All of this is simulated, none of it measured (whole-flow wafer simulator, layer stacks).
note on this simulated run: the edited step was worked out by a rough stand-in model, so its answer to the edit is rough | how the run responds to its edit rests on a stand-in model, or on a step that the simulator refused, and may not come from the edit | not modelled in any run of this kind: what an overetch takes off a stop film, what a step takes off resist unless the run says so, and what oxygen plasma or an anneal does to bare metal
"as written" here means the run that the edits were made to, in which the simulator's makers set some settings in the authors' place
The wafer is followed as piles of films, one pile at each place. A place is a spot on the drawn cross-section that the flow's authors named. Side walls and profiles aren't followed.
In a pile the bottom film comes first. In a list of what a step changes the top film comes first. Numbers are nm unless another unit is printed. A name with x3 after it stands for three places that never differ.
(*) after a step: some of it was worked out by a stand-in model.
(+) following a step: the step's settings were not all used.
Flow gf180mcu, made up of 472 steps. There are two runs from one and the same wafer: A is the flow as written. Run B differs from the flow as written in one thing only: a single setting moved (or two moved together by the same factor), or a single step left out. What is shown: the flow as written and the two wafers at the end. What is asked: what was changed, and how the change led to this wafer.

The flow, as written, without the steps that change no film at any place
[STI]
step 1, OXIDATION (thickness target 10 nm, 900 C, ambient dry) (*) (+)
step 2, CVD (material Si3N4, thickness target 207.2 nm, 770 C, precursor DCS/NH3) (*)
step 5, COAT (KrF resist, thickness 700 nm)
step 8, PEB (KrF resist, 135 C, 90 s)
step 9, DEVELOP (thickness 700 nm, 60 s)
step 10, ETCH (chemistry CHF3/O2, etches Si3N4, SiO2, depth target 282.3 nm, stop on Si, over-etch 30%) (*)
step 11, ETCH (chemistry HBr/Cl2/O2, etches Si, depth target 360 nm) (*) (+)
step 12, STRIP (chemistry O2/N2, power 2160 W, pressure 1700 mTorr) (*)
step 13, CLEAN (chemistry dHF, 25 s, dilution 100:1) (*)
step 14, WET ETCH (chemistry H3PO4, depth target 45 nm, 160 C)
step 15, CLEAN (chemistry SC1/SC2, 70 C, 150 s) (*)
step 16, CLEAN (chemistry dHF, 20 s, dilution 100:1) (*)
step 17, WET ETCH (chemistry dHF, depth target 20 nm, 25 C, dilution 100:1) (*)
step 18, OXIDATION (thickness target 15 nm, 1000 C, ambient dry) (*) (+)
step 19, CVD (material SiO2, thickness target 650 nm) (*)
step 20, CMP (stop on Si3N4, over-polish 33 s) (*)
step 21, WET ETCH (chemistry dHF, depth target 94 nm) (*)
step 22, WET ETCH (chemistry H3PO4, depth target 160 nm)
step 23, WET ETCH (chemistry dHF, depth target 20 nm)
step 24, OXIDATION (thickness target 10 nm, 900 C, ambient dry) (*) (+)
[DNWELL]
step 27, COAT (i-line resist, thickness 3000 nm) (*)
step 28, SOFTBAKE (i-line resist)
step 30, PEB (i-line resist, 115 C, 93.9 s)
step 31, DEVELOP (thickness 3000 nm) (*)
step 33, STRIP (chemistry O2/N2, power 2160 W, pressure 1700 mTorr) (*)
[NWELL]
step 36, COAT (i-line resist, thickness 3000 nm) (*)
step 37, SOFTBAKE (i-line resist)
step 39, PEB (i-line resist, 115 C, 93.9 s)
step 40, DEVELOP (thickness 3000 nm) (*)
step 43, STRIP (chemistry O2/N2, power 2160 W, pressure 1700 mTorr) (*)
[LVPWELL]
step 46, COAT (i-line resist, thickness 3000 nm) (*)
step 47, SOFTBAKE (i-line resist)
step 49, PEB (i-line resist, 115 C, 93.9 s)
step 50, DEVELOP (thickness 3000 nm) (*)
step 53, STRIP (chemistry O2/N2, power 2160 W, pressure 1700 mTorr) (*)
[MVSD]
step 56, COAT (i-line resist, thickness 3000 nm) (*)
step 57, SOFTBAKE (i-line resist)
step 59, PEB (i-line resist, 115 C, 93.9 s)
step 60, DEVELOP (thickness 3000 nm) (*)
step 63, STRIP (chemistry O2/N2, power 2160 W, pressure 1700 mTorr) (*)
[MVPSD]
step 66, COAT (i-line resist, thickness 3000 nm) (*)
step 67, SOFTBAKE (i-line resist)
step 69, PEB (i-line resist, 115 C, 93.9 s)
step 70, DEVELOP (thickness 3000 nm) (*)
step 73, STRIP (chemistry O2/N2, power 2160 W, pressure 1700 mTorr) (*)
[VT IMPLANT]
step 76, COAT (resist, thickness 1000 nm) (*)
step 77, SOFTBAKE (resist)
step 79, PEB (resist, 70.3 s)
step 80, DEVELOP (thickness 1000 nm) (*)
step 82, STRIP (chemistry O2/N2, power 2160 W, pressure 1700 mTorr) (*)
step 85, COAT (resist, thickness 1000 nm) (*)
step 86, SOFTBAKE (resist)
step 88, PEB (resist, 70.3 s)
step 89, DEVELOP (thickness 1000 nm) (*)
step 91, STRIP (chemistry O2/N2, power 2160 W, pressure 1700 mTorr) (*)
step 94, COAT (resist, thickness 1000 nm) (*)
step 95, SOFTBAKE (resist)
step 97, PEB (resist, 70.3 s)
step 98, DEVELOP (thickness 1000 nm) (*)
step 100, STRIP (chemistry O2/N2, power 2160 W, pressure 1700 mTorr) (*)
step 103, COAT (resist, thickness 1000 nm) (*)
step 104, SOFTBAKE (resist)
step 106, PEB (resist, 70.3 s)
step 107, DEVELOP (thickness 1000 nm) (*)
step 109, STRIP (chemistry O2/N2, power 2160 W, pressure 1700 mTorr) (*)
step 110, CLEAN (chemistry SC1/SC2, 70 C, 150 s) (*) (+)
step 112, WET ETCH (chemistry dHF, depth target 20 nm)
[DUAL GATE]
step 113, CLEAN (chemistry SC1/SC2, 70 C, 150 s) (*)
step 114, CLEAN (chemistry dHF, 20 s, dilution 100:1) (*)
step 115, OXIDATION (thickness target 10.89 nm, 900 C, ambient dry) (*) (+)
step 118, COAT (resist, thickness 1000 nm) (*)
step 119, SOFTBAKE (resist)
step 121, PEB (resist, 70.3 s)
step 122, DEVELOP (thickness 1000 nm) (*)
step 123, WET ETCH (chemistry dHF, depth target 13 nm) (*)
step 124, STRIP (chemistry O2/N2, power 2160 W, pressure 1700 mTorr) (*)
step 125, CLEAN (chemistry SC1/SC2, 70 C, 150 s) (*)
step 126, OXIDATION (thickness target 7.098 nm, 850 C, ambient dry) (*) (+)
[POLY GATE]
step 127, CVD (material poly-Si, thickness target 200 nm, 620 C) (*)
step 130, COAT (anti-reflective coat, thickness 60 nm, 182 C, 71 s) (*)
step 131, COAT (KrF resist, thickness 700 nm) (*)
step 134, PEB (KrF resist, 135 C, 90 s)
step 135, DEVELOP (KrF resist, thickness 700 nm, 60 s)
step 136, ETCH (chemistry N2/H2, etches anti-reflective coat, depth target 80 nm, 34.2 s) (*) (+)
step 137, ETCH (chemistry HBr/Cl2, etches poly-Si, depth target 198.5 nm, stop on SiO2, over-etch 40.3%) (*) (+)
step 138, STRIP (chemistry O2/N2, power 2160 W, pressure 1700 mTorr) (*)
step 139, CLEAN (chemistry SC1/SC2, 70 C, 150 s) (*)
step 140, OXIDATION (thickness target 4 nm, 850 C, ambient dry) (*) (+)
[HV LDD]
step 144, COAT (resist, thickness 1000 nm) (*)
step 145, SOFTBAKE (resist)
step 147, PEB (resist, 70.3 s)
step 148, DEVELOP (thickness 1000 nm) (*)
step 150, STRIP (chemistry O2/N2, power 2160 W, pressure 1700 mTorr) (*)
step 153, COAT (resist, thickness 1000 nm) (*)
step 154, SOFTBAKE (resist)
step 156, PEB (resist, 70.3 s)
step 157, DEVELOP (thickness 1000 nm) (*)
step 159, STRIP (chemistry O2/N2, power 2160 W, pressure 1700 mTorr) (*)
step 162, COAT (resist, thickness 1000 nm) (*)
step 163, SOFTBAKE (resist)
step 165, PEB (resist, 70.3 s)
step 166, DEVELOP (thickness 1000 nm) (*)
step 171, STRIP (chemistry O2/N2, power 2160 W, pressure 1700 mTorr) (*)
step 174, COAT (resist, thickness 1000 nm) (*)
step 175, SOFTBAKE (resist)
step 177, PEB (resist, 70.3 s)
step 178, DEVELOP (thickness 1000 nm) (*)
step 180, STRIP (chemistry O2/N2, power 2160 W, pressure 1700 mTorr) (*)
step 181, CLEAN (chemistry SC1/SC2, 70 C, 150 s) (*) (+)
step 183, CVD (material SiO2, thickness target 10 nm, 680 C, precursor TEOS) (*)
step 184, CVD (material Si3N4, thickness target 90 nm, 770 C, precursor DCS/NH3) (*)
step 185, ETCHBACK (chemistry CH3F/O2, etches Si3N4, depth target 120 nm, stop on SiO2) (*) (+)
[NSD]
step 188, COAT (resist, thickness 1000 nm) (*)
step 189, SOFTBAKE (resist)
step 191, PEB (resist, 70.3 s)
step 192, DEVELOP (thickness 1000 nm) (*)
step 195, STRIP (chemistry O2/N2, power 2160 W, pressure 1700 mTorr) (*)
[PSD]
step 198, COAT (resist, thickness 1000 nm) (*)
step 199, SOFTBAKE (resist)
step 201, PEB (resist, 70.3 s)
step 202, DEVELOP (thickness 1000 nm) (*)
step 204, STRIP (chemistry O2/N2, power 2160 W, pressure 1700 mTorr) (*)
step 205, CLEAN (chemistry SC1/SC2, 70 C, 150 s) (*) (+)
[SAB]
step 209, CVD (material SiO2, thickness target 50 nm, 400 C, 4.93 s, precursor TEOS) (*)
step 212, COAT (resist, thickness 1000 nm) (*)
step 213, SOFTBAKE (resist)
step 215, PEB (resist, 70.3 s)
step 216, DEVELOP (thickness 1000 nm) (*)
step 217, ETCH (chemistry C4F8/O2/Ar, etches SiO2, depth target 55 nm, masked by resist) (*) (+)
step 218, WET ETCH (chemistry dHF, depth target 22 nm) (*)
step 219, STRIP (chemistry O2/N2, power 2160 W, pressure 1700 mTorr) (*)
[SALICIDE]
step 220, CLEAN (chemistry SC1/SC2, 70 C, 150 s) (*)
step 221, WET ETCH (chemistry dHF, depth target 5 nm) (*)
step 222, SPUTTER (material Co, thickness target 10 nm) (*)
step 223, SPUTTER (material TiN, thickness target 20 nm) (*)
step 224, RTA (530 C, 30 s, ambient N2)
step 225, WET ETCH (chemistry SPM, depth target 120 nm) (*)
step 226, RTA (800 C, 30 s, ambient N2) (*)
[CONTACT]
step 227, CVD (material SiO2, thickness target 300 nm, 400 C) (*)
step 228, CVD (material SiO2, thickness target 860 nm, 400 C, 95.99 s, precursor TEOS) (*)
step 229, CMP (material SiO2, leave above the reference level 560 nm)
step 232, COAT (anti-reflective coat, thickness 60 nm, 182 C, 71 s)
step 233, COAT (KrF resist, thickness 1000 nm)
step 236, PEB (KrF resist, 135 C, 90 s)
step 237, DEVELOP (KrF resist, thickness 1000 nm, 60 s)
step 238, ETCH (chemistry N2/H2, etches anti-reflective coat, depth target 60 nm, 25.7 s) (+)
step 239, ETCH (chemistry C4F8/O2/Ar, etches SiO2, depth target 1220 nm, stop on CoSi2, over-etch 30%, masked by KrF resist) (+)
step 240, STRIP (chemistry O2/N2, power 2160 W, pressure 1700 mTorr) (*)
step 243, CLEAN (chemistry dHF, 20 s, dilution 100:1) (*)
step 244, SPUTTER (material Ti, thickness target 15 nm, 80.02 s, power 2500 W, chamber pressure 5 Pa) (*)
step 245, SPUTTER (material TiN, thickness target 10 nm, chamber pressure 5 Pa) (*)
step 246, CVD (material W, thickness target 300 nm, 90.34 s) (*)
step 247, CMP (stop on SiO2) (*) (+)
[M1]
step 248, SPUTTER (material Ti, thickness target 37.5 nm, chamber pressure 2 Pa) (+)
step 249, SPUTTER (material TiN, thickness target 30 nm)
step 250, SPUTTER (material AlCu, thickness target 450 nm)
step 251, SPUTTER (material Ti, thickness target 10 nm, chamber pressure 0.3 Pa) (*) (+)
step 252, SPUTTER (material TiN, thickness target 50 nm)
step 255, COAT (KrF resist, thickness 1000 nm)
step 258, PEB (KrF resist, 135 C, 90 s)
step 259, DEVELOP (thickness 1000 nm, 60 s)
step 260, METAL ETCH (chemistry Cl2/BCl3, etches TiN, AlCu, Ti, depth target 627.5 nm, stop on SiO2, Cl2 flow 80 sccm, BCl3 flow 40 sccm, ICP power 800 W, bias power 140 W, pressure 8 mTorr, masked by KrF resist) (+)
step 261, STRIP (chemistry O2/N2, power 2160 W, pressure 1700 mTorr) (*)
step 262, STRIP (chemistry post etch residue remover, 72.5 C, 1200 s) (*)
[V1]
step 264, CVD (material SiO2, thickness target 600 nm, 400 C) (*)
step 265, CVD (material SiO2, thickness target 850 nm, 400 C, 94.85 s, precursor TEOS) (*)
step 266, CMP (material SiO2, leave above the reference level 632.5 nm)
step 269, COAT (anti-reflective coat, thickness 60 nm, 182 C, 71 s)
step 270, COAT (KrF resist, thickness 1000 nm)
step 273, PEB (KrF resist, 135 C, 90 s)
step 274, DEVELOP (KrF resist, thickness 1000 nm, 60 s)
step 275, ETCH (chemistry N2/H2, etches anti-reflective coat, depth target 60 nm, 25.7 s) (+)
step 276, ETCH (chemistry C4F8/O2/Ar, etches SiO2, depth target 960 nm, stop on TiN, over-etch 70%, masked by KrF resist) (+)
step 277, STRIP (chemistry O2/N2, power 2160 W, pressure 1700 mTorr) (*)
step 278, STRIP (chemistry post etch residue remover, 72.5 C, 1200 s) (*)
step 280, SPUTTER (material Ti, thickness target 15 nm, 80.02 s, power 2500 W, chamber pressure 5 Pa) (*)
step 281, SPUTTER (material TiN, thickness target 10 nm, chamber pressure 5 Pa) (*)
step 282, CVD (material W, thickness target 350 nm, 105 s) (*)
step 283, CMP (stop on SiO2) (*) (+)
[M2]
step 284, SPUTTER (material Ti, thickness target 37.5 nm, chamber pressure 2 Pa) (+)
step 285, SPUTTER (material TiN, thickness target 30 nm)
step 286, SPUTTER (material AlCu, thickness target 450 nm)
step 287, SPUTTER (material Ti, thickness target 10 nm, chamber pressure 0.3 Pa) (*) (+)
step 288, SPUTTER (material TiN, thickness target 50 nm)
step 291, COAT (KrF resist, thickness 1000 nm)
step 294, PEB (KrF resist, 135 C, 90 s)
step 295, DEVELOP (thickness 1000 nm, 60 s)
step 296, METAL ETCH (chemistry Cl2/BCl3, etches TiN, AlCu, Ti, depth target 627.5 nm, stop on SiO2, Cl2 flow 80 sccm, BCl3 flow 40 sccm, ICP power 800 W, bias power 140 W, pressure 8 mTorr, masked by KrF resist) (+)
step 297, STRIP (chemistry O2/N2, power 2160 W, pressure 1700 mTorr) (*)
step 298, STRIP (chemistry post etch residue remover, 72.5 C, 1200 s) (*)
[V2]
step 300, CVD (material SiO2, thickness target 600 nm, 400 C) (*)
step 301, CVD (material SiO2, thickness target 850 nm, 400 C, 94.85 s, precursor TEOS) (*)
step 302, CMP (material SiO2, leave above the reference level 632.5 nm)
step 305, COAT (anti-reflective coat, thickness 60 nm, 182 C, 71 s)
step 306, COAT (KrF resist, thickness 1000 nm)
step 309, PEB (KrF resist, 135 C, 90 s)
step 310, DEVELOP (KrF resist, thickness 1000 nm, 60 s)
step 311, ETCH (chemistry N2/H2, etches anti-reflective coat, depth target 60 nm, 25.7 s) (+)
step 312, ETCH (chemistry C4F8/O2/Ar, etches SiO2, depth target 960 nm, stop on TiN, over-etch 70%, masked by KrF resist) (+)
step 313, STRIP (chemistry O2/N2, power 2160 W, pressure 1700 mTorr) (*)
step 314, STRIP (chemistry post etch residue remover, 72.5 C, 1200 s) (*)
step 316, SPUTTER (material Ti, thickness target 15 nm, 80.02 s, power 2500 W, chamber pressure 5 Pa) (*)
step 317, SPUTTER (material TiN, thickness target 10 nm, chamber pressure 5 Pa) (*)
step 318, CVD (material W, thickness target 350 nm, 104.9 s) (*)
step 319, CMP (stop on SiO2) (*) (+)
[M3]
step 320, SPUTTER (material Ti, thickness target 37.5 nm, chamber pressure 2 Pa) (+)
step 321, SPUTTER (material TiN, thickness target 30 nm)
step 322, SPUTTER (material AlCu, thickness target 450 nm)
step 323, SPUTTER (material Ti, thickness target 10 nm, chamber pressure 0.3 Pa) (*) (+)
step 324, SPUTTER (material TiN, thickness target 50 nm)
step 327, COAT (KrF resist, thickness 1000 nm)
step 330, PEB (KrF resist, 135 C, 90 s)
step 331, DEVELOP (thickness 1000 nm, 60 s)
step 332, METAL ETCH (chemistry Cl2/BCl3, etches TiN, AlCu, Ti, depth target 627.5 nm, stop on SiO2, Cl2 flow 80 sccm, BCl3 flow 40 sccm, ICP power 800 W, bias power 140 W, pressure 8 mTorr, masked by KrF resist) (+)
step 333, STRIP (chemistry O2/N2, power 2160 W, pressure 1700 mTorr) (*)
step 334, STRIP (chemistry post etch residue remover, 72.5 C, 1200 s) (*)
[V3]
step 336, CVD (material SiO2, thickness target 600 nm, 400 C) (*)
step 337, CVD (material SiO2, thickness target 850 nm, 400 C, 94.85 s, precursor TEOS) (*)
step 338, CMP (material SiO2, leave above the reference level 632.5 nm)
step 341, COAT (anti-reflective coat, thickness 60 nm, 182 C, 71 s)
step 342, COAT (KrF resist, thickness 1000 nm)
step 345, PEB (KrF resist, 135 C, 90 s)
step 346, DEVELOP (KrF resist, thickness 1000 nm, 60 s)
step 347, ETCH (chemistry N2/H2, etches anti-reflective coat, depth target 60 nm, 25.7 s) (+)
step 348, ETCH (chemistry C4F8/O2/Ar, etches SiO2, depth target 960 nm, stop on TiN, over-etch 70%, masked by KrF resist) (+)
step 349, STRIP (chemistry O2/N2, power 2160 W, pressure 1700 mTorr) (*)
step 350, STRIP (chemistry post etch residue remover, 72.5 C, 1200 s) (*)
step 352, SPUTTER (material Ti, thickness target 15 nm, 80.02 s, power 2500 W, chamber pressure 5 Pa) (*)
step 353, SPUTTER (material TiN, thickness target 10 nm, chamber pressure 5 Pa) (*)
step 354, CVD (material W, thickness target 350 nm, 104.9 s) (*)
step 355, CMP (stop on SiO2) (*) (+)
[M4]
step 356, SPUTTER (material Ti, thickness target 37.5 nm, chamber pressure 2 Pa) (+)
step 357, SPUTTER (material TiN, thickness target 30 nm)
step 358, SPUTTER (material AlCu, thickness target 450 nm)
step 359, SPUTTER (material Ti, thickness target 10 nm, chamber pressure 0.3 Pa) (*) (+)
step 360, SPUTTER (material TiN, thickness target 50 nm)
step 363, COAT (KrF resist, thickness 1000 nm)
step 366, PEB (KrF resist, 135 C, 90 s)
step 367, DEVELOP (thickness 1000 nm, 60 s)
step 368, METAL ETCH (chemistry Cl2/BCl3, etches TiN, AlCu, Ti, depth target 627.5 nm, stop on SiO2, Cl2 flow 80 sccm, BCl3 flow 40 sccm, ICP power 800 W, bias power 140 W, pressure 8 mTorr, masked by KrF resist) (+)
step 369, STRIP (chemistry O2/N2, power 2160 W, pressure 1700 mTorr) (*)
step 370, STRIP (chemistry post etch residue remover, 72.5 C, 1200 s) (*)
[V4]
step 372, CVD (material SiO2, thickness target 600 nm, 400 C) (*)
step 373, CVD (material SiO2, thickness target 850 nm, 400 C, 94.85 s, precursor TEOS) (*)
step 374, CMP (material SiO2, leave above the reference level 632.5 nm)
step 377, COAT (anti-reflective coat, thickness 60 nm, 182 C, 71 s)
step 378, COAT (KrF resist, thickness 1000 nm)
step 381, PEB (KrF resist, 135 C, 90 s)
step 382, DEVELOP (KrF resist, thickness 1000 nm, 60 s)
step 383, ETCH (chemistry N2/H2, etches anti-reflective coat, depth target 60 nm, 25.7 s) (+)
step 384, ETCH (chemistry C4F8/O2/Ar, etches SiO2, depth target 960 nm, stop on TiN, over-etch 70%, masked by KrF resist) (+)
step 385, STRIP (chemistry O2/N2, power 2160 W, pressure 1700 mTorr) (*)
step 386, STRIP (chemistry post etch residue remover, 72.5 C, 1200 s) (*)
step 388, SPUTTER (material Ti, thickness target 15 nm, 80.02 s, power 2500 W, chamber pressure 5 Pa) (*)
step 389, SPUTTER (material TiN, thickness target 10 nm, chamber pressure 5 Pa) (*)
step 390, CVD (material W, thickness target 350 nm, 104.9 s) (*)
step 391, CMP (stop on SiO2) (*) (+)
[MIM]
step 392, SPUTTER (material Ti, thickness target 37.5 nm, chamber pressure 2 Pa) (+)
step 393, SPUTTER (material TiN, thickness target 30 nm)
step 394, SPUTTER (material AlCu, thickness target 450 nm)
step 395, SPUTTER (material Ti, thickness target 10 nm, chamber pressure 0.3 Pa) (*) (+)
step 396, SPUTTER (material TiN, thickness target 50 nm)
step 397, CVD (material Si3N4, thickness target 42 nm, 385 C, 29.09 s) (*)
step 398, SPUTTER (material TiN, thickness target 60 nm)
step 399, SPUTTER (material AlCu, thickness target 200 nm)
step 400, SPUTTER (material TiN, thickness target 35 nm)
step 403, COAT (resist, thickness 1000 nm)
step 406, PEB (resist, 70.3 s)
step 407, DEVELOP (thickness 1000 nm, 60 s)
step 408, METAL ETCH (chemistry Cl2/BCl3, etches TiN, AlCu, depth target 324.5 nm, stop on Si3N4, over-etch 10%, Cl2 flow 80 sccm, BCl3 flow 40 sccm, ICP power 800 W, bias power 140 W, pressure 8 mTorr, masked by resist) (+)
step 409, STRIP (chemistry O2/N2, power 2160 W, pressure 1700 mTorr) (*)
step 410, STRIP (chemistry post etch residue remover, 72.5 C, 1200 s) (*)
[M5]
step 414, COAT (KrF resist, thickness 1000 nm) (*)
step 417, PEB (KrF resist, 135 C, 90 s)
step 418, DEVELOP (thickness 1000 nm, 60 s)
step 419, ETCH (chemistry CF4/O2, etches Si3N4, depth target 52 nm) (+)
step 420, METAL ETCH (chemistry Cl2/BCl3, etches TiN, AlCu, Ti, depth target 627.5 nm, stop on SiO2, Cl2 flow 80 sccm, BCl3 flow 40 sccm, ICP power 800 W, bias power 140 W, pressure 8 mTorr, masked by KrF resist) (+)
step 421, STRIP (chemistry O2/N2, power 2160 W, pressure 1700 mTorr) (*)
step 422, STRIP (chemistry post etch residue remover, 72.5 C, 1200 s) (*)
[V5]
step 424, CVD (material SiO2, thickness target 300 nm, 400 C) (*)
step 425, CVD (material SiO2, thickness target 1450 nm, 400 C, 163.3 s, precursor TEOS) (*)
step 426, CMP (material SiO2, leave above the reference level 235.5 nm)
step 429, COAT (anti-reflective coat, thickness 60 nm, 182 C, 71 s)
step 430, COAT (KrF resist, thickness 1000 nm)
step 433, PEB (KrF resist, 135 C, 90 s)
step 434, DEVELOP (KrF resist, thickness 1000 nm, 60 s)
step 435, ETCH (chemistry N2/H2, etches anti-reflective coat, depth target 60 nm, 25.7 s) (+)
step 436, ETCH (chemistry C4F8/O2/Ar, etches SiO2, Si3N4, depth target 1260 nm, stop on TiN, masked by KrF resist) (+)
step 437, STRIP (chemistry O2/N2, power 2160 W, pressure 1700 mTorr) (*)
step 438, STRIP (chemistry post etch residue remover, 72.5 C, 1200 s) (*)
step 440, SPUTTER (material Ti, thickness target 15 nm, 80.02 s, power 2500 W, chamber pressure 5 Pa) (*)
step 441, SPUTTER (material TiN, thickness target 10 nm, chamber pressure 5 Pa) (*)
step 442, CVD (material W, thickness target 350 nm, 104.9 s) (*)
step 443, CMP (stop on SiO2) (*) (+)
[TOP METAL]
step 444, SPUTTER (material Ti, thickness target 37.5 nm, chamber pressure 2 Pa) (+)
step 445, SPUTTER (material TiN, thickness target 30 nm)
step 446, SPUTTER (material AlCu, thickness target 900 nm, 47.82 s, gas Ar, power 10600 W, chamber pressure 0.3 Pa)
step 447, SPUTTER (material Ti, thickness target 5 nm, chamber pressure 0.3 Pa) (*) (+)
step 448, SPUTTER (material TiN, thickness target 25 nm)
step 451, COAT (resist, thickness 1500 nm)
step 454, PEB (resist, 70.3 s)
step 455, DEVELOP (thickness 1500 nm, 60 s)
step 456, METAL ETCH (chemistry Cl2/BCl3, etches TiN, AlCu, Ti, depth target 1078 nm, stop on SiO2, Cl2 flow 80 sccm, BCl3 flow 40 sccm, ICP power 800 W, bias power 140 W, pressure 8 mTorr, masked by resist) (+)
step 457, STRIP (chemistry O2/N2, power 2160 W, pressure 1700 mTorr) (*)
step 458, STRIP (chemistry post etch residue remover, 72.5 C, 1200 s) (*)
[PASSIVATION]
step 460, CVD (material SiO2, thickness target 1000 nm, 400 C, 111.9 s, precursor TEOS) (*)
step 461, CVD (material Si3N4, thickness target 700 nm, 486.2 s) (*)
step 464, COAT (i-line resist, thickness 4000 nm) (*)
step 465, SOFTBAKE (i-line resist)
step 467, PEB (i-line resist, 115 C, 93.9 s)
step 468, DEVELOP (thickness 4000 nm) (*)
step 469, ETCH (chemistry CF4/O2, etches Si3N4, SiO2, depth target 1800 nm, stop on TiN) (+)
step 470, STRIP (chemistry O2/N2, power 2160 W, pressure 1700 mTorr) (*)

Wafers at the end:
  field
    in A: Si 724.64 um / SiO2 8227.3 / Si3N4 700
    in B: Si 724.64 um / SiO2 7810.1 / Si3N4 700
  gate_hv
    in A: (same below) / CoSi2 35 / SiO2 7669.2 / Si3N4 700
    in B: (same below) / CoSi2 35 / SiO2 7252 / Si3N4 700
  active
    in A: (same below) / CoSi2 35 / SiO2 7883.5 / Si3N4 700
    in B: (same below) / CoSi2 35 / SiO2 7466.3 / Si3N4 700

What caused this: step 460, CVD: thickness target 575 nm was run, whereas the flow has thickness target 1000 nm; step 460, CVD: 64.37 s was run, where the flow has 111.9 s.

The path from the change to this, step by step:
  step 460, CVD (material SiO2, thickness target 1000 nm, 400 C, 111.9 s, precursor TEOS) (*)
      field, field__w1, field__w2 and 103 more: A SiO2 gains 1000 | B SiO2 gains 582.8
      field__w8, contact, m1, m1__w1, pad, m1_nw: A SiO2 gains 1000 (new film) | B SiO2 gains 582.8 (new film)
  step 465, SOFTBAKE (i-line resist)
      gate: A i-line resist gains 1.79 | B i-line resist loses 0.36
      ld_acc_p, ld_fp_p, ld_drift_p: A i-line resist gains 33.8 | B i-line resist gains 26.9
      (as well as at 57 more places)
  step 469, ETCH (chemistry CF4/O2, etches Si3N4, SiO2, depth target 1800 nm, stop on TiN) (+)
      pad: A Si3N4 loses 700 (all of it), SiO2 loses 1000 (all of it) | B Si3N4 loses 700 (all of it), SiO2 loses 582.8 (all of it)
